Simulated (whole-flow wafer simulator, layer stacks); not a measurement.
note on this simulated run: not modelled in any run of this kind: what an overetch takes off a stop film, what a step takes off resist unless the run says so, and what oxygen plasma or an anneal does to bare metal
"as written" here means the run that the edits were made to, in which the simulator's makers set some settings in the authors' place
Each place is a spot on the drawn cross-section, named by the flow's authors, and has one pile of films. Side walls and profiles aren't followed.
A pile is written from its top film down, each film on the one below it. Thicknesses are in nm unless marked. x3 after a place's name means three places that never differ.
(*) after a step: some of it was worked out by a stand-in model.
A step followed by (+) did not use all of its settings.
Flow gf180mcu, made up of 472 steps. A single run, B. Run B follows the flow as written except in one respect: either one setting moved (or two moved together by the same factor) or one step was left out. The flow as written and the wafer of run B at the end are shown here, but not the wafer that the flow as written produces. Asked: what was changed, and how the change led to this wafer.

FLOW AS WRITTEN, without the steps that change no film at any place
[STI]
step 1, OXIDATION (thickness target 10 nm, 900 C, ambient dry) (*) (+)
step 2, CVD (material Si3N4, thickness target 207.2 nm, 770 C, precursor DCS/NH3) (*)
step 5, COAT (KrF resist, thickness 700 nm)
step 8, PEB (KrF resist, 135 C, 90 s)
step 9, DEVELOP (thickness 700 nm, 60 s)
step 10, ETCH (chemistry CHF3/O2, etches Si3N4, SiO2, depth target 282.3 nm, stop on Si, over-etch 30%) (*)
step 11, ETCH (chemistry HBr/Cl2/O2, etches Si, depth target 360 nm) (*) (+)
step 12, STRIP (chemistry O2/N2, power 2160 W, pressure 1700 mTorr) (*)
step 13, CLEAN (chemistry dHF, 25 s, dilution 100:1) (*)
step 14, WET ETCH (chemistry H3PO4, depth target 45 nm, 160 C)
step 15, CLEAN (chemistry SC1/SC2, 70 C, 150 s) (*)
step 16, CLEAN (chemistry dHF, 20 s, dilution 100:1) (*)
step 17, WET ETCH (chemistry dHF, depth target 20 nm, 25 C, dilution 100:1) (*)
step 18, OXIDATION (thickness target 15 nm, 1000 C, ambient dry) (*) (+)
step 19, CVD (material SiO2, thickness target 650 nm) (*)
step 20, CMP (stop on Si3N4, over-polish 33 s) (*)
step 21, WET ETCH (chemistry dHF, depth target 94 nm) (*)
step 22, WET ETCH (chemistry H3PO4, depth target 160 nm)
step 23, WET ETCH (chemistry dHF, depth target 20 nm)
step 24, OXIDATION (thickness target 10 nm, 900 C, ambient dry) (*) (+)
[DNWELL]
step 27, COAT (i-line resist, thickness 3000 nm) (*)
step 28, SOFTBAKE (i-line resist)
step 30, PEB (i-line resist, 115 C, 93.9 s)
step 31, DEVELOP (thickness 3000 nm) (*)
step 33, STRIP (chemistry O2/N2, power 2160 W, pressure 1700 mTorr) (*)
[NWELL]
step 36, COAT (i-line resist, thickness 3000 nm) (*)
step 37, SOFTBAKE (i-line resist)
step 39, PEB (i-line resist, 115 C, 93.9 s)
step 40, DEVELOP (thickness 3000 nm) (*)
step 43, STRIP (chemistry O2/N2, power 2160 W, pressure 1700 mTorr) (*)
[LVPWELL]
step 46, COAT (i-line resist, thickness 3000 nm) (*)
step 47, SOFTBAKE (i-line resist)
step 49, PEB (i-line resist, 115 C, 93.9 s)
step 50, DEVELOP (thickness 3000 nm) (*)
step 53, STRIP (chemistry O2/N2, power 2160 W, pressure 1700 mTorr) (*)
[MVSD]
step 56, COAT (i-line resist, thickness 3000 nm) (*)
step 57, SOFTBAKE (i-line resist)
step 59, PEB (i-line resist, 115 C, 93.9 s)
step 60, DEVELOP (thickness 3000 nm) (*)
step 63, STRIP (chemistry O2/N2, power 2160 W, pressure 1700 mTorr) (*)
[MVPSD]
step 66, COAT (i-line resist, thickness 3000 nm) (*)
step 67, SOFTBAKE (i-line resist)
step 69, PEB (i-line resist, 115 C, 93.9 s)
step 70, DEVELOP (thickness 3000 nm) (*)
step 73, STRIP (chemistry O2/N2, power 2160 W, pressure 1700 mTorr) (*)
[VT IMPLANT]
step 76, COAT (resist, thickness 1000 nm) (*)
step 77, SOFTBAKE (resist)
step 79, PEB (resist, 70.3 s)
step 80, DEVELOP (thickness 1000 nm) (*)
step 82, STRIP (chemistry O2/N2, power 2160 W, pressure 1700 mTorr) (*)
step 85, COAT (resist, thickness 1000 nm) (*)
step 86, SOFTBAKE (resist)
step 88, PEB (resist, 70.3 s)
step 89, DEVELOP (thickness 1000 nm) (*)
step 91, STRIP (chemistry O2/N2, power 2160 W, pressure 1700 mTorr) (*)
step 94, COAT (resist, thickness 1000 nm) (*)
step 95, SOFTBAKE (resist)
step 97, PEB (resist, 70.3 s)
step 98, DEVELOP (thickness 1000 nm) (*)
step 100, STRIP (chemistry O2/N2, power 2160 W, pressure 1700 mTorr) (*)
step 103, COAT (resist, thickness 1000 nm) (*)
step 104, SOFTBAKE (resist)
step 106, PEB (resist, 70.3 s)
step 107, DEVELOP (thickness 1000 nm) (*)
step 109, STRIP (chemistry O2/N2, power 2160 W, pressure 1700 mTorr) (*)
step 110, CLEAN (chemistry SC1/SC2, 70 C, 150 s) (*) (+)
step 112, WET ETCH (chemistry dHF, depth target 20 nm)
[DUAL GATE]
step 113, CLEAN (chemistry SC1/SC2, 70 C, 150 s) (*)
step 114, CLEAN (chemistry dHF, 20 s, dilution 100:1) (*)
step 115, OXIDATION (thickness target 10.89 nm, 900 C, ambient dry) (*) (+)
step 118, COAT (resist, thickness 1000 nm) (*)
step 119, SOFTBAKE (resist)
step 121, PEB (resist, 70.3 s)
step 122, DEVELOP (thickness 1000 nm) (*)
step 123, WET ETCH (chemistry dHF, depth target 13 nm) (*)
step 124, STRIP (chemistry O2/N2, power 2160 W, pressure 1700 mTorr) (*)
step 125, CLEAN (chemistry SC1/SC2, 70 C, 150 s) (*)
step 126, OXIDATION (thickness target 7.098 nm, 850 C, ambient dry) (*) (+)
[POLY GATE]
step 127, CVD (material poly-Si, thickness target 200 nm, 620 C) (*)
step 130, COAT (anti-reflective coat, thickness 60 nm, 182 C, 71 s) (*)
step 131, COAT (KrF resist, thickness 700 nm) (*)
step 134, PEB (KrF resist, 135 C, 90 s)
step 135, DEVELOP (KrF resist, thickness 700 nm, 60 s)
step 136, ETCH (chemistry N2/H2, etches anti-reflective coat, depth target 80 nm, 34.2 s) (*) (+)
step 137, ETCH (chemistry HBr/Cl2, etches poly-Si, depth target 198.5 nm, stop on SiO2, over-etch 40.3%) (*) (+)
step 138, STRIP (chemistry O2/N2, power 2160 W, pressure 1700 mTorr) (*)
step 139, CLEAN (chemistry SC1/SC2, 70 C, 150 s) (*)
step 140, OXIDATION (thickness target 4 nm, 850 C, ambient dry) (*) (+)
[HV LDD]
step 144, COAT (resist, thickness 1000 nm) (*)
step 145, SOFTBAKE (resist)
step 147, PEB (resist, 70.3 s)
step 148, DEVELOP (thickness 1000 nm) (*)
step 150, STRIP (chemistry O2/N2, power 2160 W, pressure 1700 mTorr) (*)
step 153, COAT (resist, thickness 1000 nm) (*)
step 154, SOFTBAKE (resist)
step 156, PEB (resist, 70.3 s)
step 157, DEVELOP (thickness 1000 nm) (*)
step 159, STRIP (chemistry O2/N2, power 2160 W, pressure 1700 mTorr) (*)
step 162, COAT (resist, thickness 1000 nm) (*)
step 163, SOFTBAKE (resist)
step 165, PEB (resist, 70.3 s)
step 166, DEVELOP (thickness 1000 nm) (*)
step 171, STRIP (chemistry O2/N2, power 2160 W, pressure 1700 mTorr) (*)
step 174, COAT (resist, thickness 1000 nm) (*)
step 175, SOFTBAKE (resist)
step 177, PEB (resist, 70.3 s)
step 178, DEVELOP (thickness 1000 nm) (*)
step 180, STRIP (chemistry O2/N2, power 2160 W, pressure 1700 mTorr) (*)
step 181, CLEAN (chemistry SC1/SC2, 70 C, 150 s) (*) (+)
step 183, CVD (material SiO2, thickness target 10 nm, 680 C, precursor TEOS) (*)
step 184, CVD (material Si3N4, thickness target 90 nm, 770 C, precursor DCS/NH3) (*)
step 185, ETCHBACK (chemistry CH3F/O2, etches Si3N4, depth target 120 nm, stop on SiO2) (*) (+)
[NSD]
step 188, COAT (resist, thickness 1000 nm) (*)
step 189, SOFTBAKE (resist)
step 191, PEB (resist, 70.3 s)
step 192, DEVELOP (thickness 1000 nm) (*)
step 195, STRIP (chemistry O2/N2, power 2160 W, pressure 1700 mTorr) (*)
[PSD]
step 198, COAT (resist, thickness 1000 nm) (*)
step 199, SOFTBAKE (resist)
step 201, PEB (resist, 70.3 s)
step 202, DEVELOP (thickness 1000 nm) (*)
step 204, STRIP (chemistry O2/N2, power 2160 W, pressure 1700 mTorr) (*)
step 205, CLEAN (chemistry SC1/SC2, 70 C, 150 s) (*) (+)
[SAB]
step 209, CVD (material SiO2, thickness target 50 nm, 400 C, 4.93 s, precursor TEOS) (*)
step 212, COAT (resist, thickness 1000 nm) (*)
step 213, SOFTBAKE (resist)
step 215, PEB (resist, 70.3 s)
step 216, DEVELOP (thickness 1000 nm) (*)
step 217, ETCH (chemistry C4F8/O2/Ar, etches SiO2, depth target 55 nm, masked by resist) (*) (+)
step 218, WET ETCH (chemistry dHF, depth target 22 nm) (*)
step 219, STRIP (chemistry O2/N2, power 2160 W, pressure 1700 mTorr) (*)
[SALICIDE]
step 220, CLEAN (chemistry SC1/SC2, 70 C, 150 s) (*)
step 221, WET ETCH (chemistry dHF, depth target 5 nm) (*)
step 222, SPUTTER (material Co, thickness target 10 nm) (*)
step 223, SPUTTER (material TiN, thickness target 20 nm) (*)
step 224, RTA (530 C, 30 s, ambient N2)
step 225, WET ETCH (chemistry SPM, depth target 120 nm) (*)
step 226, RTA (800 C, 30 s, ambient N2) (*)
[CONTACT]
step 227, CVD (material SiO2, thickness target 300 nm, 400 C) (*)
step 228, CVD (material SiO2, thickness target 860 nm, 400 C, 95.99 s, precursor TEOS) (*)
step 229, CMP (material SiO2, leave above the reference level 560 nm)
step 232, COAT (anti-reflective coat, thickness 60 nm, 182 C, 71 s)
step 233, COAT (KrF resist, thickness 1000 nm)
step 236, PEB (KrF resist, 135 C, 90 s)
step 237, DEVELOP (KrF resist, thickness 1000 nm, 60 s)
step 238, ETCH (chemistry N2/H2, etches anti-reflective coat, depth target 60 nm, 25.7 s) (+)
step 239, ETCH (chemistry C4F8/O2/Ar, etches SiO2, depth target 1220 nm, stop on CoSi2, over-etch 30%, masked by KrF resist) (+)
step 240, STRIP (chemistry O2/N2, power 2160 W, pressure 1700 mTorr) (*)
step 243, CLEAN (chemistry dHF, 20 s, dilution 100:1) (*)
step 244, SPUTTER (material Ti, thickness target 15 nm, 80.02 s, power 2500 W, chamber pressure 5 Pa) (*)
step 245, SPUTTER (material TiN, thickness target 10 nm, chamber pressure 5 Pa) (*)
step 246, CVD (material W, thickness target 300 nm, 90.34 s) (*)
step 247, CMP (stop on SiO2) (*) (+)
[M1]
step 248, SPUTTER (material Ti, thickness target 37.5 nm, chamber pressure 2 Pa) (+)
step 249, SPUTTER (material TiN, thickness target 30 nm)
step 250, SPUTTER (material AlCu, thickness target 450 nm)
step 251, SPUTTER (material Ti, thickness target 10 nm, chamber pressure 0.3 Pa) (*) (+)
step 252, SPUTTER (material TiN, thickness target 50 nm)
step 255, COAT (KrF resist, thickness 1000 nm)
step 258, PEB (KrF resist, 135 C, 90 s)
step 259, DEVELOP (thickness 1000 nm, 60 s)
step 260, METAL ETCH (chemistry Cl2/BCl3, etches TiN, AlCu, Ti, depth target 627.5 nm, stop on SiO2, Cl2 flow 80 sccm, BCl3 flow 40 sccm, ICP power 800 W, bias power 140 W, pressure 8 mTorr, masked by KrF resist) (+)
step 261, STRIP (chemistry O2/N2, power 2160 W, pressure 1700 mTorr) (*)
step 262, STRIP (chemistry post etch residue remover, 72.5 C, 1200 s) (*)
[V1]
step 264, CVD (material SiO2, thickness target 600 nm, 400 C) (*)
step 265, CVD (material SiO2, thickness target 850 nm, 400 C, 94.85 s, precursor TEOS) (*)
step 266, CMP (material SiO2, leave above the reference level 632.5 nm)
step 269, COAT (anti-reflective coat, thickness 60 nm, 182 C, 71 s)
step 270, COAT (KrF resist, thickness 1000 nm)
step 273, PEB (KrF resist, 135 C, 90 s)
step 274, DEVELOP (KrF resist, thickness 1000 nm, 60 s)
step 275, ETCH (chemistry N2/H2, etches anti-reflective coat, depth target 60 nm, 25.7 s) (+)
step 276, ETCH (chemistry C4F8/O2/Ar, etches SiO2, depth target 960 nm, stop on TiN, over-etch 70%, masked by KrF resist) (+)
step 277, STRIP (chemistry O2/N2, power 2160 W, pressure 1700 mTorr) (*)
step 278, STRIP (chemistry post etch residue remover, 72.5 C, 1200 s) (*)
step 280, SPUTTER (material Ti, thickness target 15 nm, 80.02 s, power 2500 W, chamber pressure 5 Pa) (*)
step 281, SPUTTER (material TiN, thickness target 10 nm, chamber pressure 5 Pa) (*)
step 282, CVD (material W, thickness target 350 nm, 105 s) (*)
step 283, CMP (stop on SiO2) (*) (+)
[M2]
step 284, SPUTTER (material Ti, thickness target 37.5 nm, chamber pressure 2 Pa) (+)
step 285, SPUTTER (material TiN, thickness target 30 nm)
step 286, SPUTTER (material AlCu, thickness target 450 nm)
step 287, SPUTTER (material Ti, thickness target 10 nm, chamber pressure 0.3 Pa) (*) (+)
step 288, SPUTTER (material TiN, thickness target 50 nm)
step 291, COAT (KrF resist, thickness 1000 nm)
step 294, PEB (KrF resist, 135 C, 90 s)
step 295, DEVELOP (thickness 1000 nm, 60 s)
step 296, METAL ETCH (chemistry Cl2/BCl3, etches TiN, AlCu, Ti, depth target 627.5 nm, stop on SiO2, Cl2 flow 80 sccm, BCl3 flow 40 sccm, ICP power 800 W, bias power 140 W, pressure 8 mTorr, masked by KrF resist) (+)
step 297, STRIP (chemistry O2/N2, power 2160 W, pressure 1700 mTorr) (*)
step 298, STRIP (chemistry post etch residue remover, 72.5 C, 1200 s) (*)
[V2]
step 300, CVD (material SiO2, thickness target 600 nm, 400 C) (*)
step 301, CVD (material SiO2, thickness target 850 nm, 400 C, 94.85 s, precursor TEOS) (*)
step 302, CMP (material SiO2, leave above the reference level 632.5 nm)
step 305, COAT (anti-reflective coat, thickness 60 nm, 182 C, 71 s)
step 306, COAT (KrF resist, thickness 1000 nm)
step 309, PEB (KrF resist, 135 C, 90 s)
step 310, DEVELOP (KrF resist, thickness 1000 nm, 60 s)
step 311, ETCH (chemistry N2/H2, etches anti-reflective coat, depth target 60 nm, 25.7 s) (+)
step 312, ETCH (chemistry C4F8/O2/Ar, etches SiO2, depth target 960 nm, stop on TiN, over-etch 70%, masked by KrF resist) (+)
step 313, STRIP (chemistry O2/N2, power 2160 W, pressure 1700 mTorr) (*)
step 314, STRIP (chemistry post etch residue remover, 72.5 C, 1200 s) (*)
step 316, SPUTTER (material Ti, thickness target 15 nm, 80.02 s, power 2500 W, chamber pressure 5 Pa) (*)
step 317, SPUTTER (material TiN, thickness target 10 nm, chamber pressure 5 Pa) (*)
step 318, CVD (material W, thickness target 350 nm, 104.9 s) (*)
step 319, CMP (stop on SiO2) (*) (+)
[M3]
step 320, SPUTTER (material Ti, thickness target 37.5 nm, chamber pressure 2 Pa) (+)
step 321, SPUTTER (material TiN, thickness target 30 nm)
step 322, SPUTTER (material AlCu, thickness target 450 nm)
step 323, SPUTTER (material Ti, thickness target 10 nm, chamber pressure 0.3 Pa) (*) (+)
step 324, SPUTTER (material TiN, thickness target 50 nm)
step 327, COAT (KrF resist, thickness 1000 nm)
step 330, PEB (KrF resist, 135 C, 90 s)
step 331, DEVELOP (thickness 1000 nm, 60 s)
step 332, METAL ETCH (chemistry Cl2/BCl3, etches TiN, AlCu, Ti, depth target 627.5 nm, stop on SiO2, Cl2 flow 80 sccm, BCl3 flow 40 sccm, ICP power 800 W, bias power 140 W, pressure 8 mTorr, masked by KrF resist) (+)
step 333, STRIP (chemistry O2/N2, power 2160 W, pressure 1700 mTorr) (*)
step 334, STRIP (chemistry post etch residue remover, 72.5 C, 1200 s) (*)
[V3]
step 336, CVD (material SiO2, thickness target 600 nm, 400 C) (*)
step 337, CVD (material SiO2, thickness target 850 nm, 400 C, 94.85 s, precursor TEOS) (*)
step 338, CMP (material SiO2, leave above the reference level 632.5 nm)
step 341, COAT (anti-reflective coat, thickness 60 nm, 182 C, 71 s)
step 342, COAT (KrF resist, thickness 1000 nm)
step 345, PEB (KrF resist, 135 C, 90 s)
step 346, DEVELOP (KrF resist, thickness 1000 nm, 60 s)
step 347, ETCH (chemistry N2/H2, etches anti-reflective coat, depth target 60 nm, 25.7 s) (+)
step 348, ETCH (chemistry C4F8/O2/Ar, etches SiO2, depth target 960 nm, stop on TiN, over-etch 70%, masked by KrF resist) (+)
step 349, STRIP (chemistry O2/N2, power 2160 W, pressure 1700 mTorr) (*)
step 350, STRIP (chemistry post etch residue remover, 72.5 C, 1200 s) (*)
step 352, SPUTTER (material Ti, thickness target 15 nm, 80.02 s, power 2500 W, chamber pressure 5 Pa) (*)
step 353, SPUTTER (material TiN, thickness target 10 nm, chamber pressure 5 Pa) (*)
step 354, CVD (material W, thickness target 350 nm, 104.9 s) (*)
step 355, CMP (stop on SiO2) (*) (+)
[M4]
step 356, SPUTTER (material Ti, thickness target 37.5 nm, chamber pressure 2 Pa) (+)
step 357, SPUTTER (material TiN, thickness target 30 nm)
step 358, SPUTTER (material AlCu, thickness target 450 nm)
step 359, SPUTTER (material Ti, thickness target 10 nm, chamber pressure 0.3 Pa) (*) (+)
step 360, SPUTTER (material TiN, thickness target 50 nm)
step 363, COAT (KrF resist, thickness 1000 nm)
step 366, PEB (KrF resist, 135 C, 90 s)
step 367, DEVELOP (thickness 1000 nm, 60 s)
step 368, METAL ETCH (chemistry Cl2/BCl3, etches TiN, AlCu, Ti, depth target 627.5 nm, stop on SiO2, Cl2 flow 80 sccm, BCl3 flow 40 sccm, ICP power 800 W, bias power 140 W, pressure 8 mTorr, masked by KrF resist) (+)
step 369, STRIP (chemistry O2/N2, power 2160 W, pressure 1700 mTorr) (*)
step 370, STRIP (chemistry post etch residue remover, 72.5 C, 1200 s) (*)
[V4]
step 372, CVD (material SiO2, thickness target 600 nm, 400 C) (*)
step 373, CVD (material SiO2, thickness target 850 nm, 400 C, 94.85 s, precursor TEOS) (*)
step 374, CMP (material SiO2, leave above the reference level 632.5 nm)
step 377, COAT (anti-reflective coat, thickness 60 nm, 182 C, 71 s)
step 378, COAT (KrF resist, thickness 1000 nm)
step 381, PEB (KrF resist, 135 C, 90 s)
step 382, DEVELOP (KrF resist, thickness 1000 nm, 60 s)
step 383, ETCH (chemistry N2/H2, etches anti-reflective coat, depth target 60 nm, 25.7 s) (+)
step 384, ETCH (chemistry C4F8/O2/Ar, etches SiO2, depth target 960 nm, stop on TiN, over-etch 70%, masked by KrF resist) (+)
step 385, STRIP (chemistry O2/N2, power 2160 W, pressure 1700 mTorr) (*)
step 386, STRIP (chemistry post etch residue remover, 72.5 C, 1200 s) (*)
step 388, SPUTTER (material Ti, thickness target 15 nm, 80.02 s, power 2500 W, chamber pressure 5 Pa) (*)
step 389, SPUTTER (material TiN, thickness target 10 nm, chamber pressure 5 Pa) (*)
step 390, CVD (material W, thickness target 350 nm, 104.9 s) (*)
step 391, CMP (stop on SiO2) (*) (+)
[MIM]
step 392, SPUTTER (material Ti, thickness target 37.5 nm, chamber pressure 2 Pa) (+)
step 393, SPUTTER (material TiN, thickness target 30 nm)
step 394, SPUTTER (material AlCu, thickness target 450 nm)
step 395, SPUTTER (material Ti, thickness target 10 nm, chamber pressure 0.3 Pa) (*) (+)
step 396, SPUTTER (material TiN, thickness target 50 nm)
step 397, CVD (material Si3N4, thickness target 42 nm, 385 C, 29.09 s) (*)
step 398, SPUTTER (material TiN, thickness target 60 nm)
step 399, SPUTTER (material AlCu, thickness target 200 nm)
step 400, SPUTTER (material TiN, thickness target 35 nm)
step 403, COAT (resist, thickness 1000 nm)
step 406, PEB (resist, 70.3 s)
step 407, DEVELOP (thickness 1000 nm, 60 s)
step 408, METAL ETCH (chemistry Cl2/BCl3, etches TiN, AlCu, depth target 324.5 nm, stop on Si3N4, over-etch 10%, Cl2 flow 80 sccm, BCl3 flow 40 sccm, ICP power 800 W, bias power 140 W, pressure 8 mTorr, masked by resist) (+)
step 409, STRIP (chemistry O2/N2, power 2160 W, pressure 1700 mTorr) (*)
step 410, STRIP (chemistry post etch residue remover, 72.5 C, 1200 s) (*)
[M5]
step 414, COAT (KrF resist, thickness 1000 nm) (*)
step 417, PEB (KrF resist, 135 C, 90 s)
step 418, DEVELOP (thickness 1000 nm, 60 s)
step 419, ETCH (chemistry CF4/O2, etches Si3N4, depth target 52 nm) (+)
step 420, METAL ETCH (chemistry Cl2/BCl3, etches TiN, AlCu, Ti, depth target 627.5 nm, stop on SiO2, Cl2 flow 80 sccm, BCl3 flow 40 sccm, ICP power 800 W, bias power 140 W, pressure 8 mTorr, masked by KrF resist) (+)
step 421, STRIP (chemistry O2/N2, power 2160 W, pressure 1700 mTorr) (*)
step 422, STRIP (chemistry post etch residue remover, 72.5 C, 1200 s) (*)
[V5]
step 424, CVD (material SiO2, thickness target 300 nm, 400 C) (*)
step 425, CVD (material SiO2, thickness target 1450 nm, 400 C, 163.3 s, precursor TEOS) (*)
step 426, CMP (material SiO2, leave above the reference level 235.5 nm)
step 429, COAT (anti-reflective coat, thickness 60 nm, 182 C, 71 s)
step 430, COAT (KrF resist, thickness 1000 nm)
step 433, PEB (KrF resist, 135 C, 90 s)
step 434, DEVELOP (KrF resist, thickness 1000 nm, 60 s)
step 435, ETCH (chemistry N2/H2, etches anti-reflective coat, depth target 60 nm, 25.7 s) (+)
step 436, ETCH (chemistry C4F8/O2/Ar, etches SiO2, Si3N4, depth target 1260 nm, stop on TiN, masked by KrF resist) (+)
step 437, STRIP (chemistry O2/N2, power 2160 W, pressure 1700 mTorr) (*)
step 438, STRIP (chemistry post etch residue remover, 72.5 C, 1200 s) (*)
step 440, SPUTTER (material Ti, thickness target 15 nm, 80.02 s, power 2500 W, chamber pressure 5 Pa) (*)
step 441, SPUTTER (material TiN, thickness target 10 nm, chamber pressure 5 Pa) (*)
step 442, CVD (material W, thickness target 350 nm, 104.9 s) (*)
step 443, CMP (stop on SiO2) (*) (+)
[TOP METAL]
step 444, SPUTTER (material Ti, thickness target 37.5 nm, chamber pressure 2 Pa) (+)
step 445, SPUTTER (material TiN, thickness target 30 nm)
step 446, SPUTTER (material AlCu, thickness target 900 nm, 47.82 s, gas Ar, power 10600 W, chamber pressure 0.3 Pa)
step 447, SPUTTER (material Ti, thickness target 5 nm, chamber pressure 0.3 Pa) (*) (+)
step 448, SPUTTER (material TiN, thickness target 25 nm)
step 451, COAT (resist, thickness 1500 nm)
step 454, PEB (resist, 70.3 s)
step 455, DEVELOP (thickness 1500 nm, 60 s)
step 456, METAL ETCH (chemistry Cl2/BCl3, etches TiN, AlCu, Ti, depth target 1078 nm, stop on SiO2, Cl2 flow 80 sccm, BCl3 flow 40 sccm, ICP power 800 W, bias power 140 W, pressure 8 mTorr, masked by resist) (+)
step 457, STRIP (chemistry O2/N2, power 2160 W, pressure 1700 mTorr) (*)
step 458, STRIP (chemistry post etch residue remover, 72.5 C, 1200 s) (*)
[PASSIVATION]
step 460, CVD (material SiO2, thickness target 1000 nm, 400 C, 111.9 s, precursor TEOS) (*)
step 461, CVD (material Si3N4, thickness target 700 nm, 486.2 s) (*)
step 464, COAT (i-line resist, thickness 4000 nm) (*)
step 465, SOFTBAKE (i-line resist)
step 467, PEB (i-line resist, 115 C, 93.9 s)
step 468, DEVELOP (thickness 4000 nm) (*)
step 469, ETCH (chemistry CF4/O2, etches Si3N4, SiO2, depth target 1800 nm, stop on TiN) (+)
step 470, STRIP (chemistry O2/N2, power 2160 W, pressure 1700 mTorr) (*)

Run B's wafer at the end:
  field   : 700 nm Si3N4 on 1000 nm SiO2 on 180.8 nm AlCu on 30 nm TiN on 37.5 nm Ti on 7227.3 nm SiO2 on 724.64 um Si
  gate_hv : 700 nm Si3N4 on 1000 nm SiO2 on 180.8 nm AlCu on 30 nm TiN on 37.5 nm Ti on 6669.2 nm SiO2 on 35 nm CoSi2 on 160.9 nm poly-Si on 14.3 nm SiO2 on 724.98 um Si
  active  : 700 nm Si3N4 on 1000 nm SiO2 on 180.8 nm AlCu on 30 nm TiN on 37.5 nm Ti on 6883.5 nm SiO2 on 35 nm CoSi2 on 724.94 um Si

Cause: step 456, METAL ETCH: depth target 743.5 nm was run, whereas the flow has depth target 1078 nm.

The path from the change to this, step by step:
  step 456, METAL ETCH (chemistry Cl2/BCl3, etches TiN, AlCu, Ti, depth target 1078 nm, stop on SiO2, Cl2 flow 80 sccm, BCl3 flow 40 sccm, ICP power 800 W, bias power 140 W, pressure 8 mTorr, masked by resist) (+)
      field, field__w1, field__w2 and 103 more: -25 TiN (all of it), -5 Ti (all of it), -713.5 AlCu (it would be, as written: -25 TiN (all of it), -5 Ti (all of it), -900 AlCu (all of it), -30 TiN (all of it), -37.5 Ti (all of it))
      field__w8, contact, m1, m1__w1, pad, m1_nw: -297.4 resist (it would be, as written: -431 resist)
  step 457, STRIP (chemistry O2/N2, power 2160 W, pressure 1700 mTorr) (*)
      field__w8, contact, m1, m1__w1, pad, m1_nw: -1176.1 resist (all of it) (it would be, as written: -1042.5 resist (all of it))
  step 458, STRIP (chemistry post etch residue remover, 72.5 C, 1200 s) (*)
      field, field__w1, field__w2 and 103 more: -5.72 AlCu (it would be, as written: nothing)
  step 460, CVD (material SiO2, thickness target 1000 nm, 400 C, 111.9 s, precursor TEOS) (*)
      field, field__w1, field__w2 and 103 more: +1000 SiO2 (new film) (it would be, as written: +1000 SiO2)
  step 464, COAT (i-line resist, thickness 4000 nm) (*)
      field__w8: +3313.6 i-line resist (new film) (it would be, as written: +3093.1 i-line resist (new film))
      contact: +3351.7 i-line resist (new film) (it would be, as written: +3153.6 i-line resist (new film))
      (and at 4 other places as well)
  step 465, SOFTBAKE (i-line resist)
      gate: -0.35 i-line resist (it would be, as written: +1.79 i-line resist)
      field__w11, field__w13: +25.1 i-line resist (it would be, as written: +37.6 i-line resist)
      (and at 66 other places as well)
  step 467, PEB (i-line resist, 115 C, 93.9 s)
      field__w8, m1__w1: -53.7 i-line resist (it would be, as written: -49.2 i-line resist)
      contact, m1: -54 i-line resist (it would be, as written: -49.6 i-line resist)
      (and at 2 other places as well)
  step 468, DEVELOP (thickness 4000 nm) (*)
      pad: -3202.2 i-line resist (all of it) (it would be, as written: -2960.4 i-line resist (all of it))
  step 470, STRIP (chemistry O2/N2, power 2160 W, pressure 1700 mTorr) (*)
      field__w8, m1__w1: -2013.9 i-line resist (all of it) (it would be, as written: -1775.9 i-line resist (all of it))
      contact: -2028.2 i-line resist (all of it) (it would be, as written: -1798.3 i-line resist (all of it))
      (and at 2 other places as well)
With metal films that touch counted as one body, field has 1 body; the flow as written gives 0 bodies.
With metal films that touch counted as one body, gate_hv has 2 bodies (between them, from the top down: SiO2 6669.2); the flow as written gives 1 body.
With metal films that touch counted as one body, active has 2 bodies (between them, from the top down: SiO2 6883.5); the flow as written gives 1 body.
